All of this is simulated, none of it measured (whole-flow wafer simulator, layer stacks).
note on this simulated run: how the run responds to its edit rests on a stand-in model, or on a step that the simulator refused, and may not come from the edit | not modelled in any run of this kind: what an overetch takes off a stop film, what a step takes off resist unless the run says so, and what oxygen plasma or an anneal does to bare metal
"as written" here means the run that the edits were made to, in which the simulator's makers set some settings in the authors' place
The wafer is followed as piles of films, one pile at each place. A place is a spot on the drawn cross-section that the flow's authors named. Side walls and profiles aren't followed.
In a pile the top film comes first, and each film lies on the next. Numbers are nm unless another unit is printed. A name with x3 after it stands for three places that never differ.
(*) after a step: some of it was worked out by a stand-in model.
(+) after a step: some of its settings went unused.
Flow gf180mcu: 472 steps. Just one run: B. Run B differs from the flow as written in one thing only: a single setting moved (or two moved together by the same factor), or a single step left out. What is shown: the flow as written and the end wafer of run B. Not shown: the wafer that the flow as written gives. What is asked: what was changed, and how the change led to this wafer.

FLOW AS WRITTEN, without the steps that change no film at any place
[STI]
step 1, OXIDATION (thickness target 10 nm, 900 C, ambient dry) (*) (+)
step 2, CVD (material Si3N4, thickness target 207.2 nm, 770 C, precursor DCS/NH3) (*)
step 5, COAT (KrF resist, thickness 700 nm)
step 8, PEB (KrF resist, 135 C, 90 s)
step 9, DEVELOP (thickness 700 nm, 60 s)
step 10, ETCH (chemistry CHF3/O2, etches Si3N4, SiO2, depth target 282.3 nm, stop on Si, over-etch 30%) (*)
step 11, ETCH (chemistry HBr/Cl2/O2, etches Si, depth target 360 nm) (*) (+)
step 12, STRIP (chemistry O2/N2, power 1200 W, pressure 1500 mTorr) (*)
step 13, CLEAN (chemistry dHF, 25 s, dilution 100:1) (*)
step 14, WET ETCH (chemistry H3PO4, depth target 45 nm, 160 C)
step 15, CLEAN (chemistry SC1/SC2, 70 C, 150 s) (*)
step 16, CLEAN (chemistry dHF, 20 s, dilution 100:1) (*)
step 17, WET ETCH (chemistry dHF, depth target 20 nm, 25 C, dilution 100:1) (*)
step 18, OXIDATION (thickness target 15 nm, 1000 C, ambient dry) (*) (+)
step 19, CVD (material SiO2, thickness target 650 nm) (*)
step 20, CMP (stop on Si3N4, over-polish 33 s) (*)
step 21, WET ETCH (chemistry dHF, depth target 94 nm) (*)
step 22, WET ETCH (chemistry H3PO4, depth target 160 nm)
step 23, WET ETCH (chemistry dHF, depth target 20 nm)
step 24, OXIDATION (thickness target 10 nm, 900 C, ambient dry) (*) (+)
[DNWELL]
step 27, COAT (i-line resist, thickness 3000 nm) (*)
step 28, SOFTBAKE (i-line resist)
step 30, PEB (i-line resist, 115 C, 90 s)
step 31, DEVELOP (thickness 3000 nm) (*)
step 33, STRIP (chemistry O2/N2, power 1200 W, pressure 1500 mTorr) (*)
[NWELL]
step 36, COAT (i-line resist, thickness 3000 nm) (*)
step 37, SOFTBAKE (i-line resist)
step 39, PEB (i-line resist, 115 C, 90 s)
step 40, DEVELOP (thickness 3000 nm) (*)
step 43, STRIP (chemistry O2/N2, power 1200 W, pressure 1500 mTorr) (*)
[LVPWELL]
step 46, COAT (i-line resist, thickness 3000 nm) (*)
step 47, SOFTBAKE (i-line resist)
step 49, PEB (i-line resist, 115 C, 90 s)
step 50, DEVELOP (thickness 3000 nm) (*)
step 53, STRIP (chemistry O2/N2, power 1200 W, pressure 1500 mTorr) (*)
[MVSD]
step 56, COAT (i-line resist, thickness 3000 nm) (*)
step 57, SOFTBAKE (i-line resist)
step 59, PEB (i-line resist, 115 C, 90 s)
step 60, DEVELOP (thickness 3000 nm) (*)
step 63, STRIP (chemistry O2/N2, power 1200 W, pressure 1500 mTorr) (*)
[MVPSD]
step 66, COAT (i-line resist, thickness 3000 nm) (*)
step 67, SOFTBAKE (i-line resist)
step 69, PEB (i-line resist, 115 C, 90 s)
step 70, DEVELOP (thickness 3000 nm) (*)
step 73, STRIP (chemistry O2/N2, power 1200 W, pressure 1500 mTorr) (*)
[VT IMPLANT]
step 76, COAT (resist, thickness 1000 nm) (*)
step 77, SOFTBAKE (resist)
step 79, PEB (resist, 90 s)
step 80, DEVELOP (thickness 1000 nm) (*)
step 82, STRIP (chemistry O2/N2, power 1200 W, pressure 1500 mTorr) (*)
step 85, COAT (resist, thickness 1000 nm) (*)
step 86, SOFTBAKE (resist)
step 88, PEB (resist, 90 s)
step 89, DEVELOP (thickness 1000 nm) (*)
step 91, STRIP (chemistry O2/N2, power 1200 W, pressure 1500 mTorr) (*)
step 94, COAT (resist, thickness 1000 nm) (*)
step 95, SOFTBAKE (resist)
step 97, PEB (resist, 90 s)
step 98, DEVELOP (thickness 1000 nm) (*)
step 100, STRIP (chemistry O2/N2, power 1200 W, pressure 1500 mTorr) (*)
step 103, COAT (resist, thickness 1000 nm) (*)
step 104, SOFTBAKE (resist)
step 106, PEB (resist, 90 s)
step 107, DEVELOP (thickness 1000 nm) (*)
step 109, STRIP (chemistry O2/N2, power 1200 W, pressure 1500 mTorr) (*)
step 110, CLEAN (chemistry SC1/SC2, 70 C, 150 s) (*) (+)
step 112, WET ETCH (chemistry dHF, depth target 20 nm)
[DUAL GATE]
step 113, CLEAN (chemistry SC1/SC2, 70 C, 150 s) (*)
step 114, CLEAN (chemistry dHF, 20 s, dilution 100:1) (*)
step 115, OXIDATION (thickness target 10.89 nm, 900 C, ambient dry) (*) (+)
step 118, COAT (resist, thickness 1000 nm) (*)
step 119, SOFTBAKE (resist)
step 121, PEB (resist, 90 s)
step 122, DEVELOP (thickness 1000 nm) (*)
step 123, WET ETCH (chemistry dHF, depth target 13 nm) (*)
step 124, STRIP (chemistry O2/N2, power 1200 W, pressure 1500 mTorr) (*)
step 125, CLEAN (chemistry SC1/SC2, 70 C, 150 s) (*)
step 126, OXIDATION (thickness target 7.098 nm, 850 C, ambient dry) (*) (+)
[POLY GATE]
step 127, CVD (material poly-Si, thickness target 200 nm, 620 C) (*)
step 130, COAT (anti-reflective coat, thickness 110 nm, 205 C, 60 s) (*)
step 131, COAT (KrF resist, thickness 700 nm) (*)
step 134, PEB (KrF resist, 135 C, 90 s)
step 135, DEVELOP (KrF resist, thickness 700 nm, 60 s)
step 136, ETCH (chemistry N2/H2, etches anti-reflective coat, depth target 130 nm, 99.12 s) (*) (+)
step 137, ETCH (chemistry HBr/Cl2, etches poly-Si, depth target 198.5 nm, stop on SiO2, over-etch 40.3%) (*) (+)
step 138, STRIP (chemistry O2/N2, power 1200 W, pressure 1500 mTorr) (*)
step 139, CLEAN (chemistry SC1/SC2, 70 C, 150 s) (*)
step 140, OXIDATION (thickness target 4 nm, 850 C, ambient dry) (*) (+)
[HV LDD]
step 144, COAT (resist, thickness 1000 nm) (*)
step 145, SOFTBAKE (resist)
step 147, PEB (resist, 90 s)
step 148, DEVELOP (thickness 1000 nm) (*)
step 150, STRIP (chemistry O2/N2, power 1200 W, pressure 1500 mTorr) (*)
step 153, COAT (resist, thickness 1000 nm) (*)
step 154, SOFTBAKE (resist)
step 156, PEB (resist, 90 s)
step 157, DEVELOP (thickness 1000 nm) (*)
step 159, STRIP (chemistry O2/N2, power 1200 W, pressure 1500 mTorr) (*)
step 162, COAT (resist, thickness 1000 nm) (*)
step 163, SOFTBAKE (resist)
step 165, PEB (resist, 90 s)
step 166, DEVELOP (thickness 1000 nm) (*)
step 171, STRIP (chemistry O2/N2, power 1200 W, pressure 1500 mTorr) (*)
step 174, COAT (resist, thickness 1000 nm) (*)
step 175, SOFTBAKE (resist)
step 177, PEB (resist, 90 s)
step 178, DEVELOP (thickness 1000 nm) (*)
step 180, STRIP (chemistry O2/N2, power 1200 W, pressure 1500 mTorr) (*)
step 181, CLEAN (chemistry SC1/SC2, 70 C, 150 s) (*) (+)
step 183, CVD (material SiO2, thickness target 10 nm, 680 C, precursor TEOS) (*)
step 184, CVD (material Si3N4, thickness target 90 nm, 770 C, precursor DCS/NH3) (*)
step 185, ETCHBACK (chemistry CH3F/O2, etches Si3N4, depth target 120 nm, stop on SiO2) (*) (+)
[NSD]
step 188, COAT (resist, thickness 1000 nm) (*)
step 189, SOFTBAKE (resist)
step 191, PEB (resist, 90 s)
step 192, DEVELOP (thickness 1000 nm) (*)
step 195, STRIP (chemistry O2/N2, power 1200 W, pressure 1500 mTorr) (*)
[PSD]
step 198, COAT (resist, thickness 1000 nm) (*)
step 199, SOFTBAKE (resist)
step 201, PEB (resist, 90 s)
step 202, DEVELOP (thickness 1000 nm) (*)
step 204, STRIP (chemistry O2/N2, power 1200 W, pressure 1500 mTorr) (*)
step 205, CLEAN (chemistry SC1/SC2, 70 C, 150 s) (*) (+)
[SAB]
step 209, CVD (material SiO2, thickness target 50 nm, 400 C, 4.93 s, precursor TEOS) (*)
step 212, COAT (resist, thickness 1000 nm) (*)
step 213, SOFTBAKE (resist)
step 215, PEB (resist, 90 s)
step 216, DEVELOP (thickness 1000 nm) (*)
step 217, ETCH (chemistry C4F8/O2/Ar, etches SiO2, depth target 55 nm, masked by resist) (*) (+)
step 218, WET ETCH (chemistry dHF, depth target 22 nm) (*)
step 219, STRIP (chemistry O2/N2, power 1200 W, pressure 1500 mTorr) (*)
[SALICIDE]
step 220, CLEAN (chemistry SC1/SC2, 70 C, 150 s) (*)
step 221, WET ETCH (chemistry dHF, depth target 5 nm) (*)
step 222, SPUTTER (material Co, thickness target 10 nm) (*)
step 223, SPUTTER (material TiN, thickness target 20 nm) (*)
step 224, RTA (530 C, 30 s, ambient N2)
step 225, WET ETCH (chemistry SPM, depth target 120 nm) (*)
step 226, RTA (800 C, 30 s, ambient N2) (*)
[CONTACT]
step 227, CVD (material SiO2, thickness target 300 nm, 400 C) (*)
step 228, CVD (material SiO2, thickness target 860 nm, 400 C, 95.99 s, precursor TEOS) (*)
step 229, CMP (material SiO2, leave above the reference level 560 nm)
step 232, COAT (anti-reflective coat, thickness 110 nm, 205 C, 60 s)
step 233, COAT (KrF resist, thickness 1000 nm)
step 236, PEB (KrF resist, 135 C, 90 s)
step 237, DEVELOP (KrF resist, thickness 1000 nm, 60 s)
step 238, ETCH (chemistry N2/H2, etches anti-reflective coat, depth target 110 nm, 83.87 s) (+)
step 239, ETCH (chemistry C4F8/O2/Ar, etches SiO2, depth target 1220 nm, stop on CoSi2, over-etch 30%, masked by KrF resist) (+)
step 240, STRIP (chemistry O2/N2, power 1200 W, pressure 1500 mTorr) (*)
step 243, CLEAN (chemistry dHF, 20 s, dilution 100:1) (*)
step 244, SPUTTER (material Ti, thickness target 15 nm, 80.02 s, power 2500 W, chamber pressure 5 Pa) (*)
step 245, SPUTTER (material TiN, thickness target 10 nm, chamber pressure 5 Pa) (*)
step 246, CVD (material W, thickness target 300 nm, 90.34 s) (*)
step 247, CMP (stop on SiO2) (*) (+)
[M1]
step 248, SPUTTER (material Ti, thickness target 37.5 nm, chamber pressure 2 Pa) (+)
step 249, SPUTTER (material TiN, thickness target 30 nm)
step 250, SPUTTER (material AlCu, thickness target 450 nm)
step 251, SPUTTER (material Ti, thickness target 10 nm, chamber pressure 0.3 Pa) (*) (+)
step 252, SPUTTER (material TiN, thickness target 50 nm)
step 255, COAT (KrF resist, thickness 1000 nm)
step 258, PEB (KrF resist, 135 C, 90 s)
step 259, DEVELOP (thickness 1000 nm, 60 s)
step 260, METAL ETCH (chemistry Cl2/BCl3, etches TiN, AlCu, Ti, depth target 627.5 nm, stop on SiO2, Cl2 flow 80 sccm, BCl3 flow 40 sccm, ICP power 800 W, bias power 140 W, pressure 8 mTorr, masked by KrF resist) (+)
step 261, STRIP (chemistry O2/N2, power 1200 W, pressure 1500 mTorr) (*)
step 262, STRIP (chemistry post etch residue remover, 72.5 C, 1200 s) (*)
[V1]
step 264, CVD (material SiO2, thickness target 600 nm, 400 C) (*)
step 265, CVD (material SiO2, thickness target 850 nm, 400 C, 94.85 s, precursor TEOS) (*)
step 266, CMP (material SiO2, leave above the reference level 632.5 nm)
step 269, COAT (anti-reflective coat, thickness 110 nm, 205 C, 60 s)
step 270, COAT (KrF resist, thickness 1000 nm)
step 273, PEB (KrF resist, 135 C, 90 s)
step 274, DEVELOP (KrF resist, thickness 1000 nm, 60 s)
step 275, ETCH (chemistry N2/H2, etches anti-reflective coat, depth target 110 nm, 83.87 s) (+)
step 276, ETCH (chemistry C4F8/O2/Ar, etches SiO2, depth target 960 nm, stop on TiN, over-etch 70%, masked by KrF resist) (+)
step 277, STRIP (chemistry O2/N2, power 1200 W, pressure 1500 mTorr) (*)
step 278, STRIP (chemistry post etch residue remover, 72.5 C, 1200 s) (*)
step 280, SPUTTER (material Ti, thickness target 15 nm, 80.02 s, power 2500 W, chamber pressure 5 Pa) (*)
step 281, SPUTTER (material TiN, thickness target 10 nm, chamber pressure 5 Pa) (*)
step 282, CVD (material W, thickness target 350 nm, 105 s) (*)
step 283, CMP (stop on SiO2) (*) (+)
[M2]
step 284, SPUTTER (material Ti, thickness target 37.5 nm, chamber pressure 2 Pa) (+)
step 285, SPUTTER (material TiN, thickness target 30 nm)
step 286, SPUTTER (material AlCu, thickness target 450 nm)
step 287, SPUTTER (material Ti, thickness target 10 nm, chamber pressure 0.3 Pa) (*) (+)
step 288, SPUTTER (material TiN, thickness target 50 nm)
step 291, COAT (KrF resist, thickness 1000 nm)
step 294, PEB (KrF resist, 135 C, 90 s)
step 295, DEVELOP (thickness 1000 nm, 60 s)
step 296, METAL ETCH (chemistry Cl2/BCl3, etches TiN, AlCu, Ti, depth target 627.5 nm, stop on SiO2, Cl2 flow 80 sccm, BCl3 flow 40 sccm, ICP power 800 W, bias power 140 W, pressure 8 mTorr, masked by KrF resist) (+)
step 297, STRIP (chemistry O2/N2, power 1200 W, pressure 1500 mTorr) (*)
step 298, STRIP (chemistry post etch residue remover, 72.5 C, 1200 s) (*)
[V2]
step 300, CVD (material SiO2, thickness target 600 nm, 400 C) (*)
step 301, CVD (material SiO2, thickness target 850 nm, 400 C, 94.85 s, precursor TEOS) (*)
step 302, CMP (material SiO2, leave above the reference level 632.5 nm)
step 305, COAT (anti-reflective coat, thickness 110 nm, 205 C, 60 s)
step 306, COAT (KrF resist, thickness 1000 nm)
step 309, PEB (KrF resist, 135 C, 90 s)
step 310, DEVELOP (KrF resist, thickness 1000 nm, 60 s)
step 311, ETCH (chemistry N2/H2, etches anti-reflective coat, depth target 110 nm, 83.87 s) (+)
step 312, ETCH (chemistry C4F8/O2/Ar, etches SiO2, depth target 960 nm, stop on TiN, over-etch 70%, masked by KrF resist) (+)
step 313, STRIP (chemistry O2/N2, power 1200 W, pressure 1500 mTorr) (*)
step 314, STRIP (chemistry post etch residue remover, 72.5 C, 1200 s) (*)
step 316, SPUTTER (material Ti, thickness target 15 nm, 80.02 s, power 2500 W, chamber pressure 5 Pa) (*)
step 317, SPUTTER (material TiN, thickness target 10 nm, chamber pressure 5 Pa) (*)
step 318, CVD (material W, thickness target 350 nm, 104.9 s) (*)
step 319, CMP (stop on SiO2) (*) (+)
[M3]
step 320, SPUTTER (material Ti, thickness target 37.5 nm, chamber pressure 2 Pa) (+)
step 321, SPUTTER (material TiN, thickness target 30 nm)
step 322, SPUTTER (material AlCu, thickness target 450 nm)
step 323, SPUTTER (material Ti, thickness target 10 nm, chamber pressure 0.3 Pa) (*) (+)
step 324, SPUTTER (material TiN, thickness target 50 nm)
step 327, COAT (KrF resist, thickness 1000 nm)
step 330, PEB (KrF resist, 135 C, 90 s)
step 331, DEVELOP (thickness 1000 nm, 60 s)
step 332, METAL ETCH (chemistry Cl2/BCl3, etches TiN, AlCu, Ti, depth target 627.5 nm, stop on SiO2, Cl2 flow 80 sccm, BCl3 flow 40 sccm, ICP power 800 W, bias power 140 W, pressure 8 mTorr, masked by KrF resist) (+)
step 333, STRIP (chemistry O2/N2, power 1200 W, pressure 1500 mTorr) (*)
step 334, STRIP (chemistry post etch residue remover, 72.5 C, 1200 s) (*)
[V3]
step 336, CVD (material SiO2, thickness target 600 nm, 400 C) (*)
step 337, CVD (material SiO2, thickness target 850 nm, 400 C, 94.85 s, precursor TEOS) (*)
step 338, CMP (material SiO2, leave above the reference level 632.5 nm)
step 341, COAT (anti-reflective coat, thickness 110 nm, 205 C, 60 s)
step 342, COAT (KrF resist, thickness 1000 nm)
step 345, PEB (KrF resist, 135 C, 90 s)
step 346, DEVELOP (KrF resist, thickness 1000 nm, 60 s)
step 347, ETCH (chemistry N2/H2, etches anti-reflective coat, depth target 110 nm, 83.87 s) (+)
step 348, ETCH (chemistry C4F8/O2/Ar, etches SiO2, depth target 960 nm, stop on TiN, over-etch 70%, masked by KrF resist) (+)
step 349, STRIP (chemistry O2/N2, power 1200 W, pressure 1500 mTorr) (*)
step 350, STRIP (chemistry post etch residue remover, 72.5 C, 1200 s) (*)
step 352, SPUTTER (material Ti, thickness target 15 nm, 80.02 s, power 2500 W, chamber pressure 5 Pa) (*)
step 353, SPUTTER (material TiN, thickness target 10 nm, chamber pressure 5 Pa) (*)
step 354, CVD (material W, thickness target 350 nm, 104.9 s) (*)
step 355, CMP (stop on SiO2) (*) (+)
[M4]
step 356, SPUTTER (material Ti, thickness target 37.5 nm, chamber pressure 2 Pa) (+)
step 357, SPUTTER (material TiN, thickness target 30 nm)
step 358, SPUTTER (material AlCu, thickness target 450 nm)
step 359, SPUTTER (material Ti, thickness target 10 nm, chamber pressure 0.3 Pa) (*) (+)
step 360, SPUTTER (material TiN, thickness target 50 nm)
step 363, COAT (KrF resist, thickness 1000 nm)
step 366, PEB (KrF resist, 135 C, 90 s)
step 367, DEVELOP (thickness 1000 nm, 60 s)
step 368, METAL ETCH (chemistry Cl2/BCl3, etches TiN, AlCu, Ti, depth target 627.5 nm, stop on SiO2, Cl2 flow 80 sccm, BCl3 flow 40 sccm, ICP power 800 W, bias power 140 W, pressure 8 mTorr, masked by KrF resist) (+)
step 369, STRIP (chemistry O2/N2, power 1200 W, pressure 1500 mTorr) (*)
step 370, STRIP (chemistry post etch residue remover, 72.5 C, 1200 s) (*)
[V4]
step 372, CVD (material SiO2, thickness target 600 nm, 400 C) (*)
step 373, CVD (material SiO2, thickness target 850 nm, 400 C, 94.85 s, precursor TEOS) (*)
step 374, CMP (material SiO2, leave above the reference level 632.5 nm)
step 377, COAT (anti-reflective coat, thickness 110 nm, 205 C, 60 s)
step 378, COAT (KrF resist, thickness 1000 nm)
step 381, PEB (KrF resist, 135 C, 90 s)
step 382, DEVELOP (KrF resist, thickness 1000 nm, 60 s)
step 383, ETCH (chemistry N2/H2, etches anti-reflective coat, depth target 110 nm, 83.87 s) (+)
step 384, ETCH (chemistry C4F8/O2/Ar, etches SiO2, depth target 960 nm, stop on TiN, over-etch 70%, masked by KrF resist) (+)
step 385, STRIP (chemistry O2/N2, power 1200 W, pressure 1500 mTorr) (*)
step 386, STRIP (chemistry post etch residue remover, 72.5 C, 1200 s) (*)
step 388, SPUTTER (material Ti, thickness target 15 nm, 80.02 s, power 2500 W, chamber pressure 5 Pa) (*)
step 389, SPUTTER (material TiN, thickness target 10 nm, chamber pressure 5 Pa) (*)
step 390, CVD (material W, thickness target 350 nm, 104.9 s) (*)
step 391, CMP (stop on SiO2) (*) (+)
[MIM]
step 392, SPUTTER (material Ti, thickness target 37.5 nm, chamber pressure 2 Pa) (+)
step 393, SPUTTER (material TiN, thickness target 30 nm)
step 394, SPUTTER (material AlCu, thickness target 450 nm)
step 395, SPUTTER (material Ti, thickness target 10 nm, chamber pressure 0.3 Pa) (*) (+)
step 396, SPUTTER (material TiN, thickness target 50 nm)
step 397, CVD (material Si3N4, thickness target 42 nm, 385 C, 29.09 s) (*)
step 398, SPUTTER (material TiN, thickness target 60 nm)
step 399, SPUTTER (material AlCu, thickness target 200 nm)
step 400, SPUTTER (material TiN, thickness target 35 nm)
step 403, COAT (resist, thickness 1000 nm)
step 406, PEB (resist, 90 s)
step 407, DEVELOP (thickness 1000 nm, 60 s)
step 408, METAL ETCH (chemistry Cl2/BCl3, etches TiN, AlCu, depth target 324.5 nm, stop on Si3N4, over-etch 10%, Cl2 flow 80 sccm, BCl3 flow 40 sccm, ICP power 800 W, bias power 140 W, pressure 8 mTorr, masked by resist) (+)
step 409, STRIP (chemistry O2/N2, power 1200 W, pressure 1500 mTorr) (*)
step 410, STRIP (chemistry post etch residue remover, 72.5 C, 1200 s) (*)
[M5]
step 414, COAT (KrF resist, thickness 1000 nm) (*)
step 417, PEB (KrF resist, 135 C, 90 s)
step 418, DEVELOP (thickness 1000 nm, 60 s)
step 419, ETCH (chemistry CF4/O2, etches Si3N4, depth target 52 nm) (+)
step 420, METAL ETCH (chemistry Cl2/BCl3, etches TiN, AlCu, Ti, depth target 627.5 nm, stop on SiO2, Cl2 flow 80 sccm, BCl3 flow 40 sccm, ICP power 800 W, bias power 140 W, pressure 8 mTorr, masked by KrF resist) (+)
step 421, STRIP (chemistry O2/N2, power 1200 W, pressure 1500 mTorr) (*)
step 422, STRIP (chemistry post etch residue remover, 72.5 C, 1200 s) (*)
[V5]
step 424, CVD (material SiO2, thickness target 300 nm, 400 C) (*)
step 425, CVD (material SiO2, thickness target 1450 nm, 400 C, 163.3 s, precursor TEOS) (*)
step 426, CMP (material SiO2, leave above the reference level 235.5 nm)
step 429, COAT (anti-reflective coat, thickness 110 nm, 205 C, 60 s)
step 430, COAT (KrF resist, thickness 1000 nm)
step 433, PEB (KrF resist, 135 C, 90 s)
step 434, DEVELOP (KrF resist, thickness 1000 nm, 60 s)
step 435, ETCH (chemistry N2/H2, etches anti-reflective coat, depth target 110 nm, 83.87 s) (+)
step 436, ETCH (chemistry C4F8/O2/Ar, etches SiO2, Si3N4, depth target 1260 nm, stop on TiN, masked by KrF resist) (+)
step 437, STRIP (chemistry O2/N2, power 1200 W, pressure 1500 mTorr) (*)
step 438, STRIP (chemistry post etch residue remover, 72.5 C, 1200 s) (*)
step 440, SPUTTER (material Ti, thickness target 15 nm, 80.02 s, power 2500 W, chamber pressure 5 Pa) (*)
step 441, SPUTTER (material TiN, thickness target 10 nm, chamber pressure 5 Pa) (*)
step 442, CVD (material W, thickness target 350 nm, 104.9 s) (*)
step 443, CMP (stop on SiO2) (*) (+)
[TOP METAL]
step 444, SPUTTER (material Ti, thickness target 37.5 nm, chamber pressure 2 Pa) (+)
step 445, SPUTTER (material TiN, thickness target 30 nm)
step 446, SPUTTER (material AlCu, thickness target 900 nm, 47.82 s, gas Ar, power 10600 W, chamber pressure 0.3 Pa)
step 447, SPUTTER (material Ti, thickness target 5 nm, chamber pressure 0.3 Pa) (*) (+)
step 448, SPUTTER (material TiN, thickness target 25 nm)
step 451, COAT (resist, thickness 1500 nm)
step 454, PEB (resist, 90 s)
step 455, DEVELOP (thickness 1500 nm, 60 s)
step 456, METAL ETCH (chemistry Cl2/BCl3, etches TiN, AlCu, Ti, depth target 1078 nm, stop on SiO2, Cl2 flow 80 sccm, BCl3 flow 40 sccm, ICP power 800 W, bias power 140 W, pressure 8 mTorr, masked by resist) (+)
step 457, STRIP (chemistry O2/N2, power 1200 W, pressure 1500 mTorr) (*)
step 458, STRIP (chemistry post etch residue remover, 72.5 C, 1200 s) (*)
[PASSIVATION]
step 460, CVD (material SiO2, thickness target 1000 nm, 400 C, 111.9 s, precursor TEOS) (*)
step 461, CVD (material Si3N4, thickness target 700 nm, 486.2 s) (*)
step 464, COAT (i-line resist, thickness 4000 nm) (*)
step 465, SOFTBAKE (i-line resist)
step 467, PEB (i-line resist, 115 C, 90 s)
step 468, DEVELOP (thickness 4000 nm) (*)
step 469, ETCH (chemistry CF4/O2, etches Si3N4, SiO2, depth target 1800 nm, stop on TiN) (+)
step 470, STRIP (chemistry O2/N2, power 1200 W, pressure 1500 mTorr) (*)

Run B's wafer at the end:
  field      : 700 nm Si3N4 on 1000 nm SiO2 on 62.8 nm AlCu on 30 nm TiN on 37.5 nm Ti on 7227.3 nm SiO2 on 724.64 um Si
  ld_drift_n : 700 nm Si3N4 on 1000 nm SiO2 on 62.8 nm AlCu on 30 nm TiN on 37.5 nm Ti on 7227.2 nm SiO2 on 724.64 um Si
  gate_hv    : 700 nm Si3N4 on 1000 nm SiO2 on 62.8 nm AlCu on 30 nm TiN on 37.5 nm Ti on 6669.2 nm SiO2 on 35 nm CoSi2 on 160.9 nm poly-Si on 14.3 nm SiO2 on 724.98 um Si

What caused this: step 446, SPUTTER: thickness target 1116 nm was run, whereas the flow has thickness target 900 nm.

The path from the change to this, step by step:
  step 446, SPUTTER (material AlCu, thickness target 900 nm, 47.82 s, gas Ar, power 10600 W, chamber pressure 0.3 Pa)
      field, field__w1, field__w2 and 109 more: AlCu gains 1116 (new film) (it would be, as written: AlCu gains 900 (new film))
  step 456, METAL ETCH (chemistry Cl2/BCl3, etches TiN, AlCu, Ti, depth target 1078 nm, stop on SiO2, Cl2 flow 80 sccm, BCl3 flow 40 sccm, ICP power 800 W, bias power 140 W, pressure 8 mTorr, masked by resist) (+)
      field, field__w1, field__w2 and 103 more: TiN loses 25 (all of it), Ti loses 5 (all of it), AlCu loses 1047.5 (it would be, as written: TiN loses 25 (all of it), Ti loses 5 (all of it), AlCu loses 900 (all of it), TiN loses 30 (all of it), Ti loses 37.5 (all of it))
  step 458, STRIP (chemistry post etch residue remover, 72.5 C, 1200 s) (*)
      field, field__w1, field__w2 and 103 more: AlCu loses 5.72 (it would be, as written: nothing)
  step 460, CVD (material SiO2, thickness target 1000 nm, 400 C, 111.9 s, precursor TEOS) (*)
      field, field__w1, field__w2 and 103 more: SiO2 gains 1000 (new film) (it would be, as written: SiO2 gains 1000)
  step 464, COAT (i-line resist, thickness 4000 nm) (*)
      field__w8: i-line resist gains 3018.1 (new film) (it would be, as written: i-line resist gains 3093.1 (new film))
      contact: i-line resist gains 3059.2 (new film) (it would be, as written: i-line resist gains 3153.6 (new film))
      (as well as at 4 more places)
  step 465, SOFTBAKE (i-line resist)
      field__w5, field__w9: i-line resist gains 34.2 (it would be, as written: i-line resist gains 37.3)
      field__w11, field__w13: i-line resist gains 35.5 (it would be, as written: i-line resist gains 37.9)
      (as well as at 56 more places)
  step 467, PEB (i-line resist, 115 C, 90 s)
      field__w8, m1__w1: i-line resist loses 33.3 (it would be, as written: i-line resist loses 34.7)
      contact, m1: i-line resist loses 33.6 (it would be, as written: i-line resist loses 35.1)
      (as well as at 2 more places)
  step 468, DEVELOP (thickness 4000 nm) (*)
      pad: i-line resist loses 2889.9 (all of it) (it would be, as written: i-line resist loses 2974.8 (all of it))
  step 470, STRIP (chemistry O2/N2, power 1200 W, pressure 1500 mTorr) (*)
      field__w8, m1__w1: i-line resist loses 1705.3 (all of it) (it would be, as written: i-line resist loses 1787.7 (all of it))
      contact: i-line resist loses 1722 (all of it) (it would be, as written: i-line resist loses 1811.2 (all of it))
      (as well as at 2 more places)
If metal films that touch count as one body, field has 1 body; the flow as written gives 0 bodies.
If metal films that touch count as one body, ld_drift_n has 1 body; the flow as written gives 0 bodies.
If metal films that touch count as one body, gate_hv has 2 bodies (between them, from the top down: SiO2 6669.2); the flow as written gives 1 body.
